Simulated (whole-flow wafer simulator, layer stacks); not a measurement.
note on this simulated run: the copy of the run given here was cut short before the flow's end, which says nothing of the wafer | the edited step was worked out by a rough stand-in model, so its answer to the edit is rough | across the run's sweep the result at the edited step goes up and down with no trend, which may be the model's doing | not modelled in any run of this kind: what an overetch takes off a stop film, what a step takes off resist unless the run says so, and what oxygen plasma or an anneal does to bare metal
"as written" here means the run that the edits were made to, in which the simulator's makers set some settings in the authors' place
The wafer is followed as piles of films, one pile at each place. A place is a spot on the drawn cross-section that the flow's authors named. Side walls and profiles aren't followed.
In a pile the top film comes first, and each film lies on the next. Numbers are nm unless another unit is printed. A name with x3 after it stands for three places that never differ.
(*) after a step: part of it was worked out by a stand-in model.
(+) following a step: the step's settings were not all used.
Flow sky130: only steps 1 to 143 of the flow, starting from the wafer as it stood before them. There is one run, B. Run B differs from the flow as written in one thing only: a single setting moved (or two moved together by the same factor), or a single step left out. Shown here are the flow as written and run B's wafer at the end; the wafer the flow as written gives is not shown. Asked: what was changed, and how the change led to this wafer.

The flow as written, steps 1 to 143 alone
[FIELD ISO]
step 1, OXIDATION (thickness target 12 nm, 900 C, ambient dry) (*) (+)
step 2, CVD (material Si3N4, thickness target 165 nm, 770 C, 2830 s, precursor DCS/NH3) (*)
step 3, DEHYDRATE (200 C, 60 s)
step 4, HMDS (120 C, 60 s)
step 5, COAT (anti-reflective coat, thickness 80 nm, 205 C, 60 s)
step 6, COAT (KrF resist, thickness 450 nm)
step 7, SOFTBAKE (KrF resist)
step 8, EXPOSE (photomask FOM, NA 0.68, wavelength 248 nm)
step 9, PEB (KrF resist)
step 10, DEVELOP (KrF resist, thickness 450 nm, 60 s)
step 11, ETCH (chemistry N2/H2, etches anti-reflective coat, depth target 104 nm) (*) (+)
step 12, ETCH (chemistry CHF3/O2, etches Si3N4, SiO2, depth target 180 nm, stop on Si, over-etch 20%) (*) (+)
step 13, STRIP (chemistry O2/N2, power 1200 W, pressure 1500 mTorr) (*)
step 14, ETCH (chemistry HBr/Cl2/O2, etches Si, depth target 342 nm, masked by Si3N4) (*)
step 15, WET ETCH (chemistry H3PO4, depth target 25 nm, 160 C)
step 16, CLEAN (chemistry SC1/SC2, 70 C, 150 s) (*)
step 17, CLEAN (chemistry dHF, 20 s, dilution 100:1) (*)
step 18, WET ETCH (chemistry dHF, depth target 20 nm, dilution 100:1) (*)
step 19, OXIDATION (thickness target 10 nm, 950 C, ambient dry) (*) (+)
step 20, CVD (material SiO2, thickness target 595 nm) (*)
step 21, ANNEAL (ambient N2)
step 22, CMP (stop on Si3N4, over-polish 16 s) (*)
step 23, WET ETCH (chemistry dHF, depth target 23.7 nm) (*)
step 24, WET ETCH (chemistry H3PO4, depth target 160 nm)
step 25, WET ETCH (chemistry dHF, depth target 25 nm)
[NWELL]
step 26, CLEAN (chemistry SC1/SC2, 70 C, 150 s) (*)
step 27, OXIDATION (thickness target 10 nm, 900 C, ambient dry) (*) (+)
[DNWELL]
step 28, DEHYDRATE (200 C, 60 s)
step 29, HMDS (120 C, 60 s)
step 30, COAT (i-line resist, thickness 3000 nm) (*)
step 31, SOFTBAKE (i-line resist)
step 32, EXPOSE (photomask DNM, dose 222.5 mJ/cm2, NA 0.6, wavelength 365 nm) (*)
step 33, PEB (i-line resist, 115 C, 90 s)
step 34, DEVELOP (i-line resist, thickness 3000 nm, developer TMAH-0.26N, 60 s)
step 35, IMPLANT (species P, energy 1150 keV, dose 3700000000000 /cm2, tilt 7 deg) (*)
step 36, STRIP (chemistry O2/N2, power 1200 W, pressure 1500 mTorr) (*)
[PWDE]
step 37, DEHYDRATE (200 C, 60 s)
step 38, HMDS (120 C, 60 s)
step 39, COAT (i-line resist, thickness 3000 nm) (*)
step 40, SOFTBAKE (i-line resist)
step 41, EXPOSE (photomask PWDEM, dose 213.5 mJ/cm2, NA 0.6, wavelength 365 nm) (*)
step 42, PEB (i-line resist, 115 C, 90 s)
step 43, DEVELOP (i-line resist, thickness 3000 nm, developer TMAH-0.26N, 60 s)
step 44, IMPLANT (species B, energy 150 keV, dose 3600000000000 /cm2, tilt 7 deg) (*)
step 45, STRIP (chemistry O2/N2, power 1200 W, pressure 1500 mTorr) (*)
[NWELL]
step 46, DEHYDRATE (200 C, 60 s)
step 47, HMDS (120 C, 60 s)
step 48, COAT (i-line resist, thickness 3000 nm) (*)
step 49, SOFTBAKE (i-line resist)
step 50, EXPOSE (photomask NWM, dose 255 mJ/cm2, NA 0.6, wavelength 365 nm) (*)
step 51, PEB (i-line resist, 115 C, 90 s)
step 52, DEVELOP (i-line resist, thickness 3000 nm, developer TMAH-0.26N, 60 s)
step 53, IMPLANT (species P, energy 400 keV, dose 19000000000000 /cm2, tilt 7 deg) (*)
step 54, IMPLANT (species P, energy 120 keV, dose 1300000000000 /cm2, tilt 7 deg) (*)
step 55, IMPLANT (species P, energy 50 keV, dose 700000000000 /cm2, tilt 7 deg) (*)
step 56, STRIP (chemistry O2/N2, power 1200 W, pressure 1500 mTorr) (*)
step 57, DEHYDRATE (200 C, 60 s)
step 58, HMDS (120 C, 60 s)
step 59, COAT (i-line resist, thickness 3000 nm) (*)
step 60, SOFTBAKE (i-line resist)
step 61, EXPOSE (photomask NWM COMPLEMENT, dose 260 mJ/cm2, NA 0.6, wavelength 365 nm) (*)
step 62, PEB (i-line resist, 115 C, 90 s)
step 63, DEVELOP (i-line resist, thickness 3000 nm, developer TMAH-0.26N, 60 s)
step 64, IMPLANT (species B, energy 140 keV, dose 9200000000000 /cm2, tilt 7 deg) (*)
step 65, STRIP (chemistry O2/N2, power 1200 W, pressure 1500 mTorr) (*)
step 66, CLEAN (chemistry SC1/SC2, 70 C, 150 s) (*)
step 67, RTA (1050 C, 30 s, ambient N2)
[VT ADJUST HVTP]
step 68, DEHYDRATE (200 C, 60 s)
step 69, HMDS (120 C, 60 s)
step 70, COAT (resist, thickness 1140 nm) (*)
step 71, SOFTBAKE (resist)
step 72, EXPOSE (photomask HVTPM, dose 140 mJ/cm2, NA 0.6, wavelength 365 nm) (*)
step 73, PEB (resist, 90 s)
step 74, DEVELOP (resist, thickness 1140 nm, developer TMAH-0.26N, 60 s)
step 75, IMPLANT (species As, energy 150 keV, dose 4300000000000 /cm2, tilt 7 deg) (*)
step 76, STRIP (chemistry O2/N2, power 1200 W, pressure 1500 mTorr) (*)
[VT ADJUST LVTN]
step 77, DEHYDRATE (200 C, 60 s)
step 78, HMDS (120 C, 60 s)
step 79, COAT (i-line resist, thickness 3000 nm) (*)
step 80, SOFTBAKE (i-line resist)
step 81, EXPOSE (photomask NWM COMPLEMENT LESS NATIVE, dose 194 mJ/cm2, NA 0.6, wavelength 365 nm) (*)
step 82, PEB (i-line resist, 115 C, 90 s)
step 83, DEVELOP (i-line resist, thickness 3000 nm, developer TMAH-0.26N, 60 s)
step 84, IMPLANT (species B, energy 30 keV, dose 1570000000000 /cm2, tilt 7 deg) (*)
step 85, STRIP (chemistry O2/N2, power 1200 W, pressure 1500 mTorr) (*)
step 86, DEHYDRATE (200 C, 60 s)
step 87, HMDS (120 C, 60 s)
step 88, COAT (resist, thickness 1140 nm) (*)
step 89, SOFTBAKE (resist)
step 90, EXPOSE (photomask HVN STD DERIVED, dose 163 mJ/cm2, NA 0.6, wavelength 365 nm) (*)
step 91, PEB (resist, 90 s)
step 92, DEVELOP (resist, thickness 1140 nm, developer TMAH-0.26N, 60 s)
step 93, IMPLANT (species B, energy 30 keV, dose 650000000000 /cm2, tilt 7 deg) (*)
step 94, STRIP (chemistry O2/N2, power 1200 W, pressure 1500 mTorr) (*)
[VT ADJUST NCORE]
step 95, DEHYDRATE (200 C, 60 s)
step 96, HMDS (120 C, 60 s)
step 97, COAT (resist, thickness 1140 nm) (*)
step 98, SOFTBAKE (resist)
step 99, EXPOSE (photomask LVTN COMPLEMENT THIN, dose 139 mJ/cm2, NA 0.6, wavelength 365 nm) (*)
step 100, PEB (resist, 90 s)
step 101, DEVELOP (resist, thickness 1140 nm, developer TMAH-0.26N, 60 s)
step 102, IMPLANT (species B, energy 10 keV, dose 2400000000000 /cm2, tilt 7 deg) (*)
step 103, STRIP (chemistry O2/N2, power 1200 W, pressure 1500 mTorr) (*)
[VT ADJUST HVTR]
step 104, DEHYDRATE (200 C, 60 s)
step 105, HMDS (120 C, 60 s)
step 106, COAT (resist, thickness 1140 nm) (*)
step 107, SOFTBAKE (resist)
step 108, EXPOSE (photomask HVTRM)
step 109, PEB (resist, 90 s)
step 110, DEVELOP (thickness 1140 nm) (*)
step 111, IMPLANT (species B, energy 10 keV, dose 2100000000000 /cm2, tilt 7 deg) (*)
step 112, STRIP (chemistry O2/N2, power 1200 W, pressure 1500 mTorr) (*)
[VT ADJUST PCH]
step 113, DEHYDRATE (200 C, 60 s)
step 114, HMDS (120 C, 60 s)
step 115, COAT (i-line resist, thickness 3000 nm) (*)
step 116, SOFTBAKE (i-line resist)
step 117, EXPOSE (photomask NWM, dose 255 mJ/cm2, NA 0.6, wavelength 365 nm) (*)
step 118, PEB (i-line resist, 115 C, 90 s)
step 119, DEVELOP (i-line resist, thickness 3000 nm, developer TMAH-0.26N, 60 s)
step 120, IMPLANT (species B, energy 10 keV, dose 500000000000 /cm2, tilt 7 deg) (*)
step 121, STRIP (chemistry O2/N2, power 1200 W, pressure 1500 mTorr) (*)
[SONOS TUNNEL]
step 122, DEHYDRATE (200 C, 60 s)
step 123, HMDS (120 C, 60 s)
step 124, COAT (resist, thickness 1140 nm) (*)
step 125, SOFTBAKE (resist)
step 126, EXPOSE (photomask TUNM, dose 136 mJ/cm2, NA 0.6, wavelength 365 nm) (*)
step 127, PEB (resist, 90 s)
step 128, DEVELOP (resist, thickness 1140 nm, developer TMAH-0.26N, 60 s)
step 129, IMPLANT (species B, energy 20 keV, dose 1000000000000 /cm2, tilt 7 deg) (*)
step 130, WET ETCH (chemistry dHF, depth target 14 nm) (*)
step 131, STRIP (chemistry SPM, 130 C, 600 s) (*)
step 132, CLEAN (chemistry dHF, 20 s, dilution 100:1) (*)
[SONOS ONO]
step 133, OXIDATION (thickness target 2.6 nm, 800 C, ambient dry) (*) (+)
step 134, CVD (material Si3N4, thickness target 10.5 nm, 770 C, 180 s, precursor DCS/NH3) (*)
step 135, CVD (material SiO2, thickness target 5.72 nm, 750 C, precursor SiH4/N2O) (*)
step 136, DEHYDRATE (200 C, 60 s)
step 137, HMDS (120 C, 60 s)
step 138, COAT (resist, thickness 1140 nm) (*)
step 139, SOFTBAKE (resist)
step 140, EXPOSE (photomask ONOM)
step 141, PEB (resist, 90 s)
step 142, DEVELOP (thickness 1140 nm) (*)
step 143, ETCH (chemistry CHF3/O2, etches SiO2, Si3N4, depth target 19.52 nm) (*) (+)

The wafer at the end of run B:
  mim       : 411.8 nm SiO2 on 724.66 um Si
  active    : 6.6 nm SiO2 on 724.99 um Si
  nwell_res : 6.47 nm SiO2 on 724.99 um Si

What caused this: step 133, OXIDATION: thickness target 3.19 nm was run, whereas the flow has thickness target 2.6 nm.

Step by step, how the change led to this:
  step 133, OXIDATION (thickness target 2.6 nm, 800 C, ambient dry) (*) (+)
      active, p_well x5, gate and 67 more: SiO2 gains 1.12, Si loses 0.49 (it would be, as written: SiO2 gains 1.76, Si loses 0.77)
      nwell_res, pplus_nw, gate_p and 22 more: SiO2 gains 1.12, Si loses 0.49 (it would be, as written: SiO2 gains 1.77, Si loses 0.78)
      (and at 4 other places as well)
  step 143, ETCH (chemistry CHF3/O2, etches SiO2, Si3N4, depth target 19.52 nm) (*) (+)
      n_well, sonos_sd: SiO2 loses 5.72 (all of it), Si3N4 loses 10.5 (all of it), SiO2 loses 3.19 (all of it) (it would be, as written: SiO2 loses 5.72 (all of it), Si3N4 loses 10.5 (all of it), SiO2 loses 2.6 (all of it), Si loses 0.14)
